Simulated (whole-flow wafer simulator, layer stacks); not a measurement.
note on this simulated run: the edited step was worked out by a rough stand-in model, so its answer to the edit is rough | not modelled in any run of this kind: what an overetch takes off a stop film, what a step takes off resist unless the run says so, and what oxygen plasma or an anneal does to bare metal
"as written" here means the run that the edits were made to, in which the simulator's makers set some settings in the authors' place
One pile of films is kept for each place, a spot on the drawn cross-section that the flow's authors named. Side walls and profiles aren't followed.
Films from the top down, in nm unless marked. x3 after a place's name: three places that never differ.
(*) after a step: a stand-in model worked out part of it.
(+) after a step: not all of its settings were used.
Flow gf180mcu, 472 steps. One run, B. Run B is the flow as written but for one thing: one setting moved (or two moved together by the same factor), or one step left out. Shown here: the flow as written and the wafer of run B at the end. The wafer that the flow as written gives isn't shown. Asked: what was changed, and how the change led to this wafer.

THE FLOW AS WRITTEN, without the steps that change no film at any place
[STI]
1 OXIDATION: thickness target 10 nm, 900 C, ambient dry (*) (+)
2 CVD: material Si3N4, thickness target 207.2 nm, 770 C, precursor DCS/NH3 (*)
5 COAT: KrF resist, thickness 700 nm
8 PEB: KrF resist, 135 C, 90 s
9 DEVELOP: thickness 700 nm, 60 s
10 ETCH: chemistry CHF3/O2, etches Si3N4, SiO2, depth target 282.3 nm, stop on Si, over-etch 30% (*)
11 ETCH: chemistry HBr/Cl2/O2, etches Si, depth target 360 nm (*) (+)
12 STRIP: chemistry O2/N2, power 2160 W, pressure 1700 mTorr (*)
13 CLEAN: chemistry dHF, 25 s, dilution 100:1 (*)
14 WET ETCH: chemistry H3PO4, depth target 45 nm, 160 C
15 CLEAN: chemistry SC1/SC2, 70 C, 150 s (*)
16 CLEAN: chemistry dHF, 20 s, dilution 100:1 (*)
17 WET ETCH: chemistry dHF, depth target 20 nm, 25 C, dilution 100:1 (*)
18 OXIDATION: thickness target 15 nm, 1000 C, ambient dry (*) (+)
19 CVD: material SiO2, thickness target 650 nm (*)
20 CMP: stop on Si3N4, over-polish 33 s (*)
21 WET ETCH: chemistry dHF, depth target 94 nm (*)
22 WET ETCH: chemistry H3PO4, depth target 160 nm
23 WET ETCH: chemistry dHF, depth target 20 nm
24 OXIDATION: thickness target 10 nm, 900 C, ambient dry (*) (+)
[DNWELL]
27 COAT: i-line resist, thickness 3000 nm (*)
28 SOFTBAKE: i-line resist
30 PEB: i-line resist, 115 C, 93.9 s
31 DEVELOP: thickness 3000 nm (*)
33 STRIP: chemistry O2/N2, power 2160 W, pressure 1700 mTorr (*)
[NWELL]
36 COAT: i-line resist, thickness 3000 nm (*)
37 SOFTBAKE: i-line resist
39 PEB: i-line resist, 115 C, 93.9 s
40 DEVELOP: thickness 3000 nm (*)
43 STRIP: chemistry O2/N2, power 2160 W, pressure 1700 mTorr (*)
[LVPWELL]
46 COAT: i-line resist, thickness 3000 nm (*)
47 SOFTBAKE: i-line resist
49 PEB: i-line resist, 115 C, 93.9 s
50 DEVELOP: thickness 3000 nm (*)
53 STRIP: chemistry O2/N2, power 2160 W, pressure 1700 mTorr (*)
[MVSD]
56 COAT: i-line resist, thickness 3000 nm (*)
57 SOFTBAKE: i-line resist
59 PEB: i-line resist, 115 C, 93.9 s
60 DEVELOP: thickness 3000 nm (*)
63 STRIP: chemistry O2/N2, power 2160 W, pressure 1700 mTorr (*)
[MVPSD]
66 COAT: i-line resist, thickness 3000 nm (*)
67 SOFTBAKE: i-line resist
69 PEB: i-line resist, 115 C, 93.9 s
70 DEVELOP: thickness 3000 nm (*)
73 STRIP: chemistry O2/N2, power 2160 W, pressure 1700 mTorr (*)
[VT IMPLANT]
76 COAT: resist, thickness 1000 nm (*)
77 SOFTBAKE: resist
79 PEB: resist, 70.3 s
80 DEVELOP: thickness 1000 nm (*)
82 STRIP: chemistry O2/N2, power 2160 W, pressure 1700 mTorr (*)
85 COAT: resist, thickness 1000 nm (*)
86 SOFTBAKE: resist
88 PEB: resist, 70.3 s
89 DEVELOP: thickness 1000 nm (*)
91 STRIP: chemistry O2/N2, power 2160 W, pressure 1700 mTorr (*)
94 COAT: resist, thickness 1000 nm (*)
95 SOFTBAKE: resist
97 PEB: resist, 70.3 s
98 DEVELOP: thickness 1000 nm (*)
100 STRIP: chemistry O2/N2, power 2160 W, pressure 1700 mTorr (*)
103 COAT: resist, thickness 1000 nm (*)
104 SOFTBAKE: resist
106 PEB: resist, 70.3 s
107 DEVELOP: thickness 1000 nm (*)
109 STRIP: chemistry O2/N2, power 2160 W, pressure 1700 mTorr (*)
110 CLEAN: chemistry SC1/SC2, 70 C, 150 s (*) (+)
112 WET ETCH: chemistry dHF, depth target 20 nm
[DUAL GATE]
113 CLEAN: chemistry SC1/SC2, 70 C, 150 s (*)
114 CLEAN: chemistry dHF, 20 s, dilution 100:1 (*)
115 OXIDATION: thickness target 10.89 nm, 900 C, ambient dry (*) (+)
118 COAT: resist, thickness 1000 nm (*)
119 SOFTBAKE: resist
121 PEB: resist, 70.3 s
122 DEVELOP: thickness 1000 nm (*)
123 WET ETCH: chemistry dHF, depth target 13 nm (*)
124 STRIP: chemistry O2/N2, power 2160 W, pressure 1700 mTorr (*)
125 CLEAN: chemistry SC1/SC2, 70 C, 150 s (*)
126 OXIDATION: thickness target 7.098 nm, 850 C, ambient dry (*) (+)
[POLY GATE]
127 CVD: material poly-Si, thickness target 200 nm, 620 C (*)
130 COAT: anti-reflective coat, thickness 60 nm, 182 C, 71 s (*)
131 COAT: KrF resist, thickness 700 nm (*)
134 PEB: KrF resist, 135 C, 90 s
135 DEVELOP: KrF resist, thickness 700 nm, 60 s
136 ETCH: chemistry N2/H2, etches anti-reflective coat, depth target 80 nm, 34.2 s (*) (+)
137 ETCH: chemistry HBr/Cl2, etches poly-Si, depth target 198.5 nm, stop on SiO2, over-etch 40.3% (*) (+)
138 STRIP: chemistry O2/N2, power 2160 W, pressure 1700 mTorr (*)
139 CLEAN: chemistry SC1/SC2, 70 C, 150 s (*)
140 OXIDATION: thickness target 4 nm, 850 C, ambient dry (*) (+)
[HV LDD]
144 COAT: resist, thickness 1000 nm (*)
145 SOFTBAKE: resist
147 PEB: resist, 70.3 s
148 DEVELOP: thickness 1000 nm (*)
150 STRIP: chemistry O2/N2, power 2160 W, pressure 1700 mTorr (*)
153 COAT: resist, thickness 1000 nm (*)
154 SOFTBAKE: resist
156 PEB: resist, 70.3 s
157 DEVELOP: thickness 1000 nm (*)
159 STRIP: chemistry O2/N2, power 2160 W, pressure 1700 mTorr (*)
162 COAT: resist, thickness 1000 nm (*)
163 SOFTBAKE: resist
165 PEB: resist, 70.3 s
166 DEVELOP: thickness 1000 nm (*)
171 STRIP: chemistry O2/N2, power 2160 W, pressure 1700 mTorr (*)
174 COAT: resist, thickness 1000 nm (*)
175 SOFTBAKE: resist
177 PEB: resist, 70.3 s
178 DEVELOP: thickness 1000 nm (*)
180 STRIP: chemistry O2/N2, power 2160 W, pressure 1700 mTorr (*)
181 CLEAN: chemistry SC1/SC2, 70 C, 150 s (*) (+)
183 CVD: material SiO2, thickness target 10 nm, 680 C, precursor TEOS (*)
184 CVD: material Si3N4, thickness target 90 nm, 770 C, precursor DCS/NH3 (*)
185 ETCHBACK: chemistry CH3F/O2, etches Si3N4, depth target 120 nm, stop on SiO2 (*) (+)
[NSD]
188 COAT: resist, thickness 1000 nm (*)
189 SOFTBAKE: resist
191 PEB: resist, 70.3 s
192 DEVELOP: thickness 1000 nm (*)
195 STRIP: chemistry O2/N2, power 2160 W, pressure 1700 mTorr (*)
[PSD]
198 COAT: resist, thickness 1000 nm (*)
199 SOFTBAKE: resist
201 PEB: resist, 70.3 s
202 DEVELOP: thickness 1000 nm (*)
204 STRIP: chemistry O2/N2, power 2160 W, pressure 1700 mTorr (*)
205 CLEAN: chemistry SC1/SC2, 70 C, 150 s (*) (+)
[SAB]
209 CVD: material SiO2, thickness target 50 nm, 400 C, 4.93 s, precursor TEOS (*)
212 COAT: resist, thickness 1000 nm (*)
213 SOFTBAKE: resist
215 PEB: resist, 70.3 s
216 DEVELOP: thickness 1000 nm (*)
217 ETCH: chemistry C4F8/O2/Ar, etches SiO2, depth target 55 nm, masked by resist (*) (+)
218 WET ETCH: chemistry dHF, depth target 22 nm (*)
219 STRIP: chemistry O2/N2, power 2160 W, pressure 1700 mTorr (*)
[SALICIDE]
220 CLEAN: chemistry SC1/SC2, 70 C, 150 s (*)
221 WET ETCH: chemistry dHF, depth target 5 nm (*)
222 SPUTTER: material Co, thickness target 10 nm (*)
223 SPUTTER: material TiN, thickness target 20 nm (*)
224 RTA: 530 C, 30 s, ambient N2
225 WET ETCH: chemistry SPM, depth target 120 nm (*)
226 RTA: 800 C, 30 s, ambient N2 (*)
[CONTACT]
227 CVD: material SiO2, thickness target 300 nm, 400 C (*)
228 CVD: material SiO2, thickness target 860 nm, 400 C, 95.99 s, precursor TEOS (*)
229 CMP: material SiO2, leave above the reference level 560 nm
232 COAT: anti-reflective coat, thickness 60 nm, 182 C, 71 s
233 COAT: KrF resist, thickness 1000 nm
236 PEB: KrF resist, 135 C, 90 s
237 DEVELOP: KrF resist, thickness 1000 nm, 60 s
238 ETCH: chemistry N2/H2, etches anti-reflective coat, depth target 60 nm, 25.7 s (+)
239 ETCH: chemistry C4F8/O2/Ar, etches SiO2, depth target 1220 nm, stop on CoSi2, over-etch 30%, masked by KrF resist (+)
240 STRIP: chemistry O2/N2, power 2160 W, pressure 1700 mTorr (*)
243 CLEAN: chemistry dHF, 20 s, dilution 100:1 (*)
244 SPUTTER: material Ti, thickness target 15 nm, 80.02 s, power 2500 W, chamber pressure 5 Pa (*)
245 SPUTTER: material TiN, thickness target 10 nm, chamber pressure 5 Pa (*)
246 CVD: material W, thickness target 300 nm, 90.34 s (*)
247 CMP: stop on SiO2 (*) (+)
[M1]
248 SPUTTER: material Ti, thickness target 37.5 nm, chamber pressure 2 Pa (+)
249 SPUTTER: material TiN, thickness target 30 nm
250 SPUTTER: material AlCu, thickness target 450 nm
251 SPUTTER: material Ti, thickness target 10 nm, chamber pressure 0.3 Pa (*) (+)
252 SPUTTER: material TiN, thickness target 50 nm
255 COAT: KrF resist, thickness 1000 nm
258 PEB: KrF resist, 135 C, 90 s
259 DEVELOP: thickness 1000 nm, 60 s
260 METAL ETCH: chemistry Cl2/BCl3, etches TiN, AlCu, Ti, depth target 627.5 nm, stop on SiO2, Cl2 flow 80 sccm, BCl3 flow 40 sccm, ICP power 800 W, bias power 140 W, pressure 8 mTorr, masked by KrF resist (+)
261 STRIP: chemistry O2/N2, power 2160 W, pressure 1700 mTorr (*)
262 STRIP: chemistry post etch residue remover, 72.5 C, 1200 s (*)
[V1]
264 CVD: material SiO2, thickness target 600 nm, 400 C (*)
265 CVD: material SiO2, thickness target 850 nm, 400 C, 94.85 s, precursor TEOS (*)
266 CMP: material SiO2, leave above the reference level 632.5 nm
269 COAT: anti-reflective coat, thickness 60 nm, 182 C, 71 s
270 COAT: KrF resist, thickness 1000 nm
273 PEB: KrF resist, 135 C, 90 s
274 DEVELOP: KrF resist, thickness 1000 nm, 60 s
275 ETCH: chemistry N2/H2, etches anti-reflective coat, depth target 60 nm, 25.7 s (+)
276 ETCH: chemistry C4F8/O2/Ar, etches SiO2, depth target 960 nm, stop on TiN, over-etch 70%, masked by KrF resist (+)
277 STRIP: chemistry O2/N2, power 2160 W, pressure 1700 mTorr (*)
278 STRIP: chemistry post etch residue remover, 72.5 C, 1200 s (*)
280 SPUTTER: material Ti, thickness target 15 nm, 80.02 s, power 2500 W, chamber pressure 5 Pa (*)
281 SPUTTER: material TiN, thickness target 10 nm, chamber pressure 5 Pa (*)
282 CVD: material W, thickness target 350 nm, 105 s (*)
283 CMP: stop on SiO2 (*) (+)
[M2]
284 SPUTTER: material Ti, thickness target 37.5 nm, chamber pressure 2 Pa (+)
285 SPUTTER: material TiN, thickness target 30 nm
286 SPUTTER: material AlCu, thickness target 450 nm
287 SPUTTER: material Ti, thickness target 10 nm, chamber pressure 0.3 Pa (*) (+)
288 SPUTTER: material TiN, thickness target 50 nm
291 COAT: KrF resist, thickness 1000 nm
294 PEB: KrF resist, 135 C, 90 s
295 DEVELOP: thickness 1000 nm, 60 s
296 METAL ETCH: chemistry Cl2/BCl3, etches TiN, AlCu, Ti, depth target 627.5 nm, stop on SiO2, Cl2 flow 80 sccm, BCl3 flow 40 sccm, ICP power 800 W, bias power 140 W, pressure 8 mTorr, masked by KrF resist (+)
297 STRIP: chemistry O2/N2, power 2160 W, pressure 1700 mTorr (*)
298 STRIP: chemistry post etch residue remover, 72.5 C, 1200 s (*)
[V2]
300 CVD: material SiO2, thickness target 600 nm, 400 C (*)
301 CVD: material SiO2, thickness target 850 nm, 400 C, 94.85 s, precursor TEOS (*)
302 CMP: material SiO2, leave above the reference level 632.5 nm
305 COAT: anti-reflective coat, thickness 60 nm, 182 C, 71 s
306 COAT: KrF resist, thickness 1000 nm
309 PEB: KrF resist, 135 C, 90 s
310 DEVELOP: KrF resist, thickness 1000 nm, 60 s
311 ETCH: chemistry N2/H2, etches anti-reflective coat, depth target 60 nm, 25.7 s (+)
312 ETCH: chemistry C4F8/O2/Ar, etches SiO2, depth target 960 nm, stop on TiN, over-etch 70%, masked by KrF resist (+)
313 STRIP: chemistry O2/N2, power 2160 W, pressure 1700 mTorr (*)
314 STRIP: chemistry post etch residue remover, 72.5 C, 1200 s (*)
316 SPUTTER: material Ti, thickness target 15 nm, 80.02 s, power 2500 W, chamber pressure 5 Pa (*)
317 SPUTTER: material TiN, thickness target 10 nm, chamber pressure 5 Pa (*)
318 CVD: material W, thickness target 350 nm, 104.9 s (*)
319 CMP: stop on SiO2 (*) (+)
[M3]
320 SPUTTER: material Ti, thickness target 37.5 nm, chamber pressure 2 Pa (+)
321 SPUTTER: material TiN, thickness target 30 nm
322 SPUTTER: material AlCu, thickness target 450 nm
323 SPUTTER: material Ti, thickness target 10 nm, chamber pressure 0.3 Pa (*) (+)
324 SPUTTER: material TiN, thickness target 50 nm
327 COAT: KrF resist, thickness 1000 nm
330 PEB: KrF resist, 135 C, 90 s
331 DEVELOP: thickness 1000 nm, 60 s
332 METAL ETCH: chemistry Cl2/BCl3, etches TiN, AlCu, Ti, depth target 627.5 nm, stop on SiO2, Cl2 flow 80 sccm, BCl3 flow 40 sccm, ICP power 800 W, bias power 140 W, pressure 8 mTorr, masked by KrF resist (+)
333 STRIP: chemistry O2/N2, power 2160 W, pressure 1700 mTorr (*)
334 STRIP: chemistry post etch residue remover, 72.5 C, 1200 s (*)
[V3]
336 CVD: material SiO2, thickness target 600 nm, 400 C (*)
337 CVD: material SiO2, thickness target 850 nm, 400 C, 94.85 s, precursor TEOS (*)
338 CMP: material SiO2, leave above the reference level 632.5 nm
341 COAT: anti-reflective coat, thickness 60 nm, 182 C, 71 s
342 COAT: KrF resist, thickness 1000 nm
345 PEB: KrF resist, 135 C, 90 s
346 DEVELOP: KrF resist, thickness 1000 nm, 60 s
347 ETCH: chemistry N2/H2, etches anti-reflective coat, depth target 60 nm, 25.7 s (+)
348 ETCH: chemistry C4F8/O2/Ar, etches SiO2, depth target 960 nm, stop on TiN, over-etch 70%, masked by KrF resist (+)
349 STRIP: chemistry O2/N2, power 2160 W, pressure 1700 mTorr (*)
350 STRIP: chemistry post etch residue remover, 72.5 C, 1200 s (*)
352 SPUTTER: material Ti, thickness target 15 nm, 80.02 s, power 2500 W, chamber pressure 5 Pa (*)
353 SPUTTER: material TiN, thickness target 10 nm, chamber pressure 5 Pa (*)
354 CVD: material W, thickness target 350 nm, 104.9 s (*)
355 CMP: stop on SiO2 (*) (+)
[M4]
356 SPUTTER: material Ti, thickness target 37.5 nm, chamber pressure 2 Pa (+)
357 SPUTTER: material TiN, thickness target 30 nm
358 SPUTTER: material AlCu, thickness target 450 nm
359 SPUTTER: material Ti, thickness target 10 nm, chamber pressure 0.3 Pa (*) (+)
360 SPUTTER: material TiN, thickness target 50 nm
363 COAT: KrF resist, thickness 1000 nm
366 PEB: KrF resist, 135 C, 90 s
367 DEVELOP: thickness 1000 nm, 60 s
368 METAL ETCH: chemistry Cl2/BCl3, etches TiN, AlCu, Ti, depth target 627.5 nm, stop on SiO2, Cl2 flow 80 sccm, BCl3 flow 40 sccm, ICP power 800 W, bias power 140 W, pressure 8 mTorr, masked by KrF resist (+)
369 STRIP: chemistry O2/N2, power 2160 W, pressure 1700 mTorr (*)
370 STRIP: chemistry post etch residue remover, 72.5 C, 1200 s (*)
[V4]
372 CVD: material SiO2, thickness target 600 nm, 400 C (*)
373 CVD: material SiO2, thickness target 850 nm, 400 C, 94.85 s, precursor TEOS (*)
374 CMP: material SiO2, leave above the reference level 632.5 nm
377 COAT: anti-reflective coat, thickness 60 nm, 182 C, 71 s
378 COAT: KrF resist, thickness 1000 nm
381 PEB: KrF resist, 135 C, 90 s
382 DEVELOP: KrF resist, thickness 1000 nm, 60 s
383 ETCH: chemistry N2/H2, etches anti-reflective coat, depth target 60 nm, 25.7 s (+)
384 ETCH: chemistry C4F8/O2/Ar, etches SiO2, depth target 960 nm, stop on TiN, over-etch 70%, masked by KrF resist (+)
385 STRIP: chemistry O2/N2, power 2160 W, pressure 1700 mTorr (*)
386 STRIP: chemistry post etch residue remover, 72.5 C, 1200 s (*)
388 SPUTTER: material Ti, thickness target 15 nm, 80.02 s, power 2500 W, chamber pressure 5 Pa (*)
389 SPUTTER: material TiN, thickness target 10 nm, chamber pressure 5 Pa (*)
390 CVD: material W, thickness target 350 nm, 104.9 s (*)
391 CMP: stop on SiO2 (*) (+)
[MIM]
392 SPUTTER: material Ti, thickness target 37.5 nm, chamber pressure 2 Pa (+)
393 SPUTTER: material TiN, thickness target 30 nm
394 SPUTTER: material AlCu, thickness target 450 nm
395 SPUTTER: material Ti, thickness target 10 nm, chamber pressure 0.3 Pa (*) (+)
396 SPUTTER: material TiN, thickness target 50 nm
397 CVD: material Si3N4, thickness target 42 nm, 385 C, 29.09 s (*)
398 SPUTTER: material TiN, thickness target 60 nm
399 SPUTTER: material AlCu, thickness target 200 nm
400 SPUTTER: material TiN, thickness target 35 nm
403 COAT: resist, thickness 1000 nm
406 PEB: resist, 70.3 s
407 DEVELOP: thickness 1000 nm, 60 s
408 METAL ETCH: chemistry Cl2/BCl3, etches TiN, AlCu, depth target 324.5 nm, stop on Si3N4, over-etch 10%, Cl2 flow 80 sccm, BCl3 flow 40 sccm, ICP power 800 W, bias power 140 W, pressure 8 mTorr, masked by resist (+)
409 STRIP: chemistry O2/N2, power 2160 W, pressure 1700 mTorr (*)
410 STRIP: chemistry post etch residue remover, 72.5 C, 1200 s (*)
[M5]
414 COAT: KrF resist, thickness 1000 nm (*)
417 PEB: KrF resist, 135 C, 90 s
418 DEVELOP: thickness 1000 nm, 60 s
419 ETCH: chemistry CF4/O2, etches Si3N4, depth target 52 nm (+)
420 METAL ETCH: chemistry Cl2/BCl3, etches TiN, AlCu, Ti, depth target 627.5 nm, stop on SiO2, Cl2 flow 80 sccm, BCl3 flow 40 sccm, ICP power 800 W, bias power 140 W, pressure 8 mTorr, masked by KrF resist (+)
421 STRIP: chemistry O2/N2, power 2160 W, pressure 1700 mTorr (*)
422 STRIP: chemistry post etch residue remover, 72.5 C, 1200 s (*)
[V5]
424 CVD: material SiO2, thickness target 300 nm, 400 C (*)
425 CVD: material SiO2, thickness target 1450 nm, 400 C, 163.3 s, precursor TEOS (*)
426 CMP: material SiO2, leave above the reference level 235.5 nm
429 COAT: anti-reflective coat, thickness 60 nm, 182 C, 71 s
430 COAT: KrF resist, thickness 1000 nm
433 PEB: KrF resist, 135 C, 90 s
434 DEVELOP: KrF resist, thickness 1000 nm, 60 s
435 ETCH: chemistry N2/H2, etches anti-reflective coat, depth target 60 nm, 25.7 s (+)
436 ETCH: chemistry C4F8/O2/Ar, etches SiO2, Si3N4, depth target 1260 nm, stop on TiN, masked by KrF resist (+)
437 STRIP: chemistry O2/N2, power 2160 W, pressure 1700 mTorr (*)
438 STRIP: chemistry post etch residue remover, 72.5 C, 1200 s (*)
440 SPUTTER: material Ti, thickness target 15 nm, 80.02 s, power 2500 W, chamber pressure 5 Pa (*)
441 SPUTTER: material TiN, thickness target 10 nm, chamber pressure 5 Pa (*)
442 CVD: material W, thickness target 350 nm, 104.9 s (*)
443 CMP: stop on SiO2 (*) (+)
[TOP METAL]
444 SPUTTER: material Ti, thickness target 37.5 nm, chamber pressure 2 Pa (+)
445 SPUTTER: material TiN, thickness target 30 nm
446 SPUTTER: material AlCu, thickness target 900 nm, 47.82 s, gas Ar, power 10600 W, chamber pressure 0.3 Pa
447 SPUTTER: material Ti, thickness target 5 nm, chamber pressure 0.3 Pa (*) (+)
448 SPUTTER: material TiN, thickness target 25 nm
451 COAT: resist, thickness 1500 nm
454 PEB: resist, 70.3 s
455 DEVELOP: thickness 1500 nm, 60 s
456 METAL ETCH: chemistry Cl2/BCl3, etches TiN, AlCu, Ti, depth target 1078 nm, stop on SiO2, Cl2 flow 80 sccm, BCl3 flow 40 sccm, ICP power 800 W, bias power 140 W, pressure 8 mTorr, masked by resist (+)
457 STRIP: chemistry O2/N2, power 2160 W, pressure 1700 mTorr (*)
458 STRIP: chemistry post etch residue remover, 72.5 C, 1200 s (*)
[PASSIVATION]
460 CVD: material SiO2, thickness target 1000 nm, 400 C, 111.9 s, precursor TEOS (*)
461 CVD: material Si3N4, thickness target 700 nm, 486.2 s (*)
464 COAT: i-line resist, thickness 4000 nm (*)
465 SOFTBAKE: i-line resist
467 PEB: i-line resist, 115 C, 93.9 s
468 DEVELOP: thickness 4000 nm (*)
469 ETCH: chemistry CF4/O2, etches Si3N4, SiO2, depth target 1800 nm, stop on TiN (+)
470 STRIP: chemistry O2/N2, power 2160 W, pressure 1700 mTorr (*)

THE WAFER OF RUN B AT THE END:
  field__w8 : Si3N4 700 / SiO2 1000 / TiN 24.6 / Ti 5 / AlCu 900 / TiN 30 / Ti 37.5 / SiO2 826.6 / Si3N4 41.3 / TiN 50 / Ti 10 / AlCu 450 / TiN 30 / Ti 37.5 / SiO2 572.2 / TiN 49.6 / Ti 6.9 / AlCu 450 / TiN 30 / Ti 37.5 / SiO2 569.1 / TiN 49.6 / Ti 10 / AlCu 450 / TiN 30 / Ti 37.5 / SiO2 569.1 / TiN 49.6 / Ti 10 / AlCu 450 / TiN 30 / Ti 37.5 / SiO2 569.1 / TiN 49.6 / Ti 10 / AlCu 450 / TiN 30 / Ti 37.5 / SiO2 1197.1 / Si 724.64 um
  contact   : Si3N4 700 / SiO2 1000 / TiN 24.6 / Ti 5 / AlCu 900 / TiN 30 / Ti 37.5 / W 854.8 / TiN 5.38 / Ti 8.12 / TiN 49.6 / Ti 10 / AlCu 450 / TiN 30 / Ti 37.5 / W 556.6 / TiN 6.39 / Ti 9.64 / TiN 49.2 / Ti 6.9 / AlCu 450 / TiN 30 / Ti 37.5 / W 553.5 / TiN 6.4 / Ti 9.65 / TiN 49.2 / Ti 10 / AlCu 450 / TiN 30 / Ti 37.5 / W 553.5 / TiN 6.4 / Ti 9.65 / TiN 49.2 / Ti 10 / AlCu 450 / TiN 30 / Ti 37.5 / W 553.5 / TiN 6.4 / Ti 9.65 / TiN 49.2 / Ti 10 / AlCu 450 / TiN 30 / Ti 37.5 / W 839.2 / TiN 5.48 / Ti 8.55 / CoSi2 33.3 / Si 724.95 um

The cause: step 359, SPUTTER: thickness target 6.9 nm was run, where the flow has thickness target 10 nm.
It can be read off the wafer: field__w8 has Ti 6.9, and step 359 as written asks for 10 nm.

How the change led to this, step by step:
  359 SPUTTER: material Ti, thickness target 10 nm, chamber pressure 0.3 Pa (*) (+)
      field, field__w1, field__w2 and 108 more: Ti +6.9 (new film) (as written it would be: Ti +10 (new film))
  368 METAL ETCH: chemistry Cl2/BCl3, etches TiN, AlCu, Ti, depth target 627.5 nm, stop on SiO2, Cl2 flow 80 sccm, BCl3 flow 40 sccm, ICP power 800 W, bias power 140 W, pressure 8 mTorr, masked by KrF resist (+)
      field, field__w1, field__w2 and 103 more: TiN -50 (all of it), Ti -6.9 (all of it), AlCu -450 (all of it), TiN -30 (all of it), Ti -37.5 (all of it) (as written it would be: TiN -50 (all of it), Ti -10 (all of it), AlCu -450 (all of it), TiN -30 (all of it), Ti -37.5 (all of it))
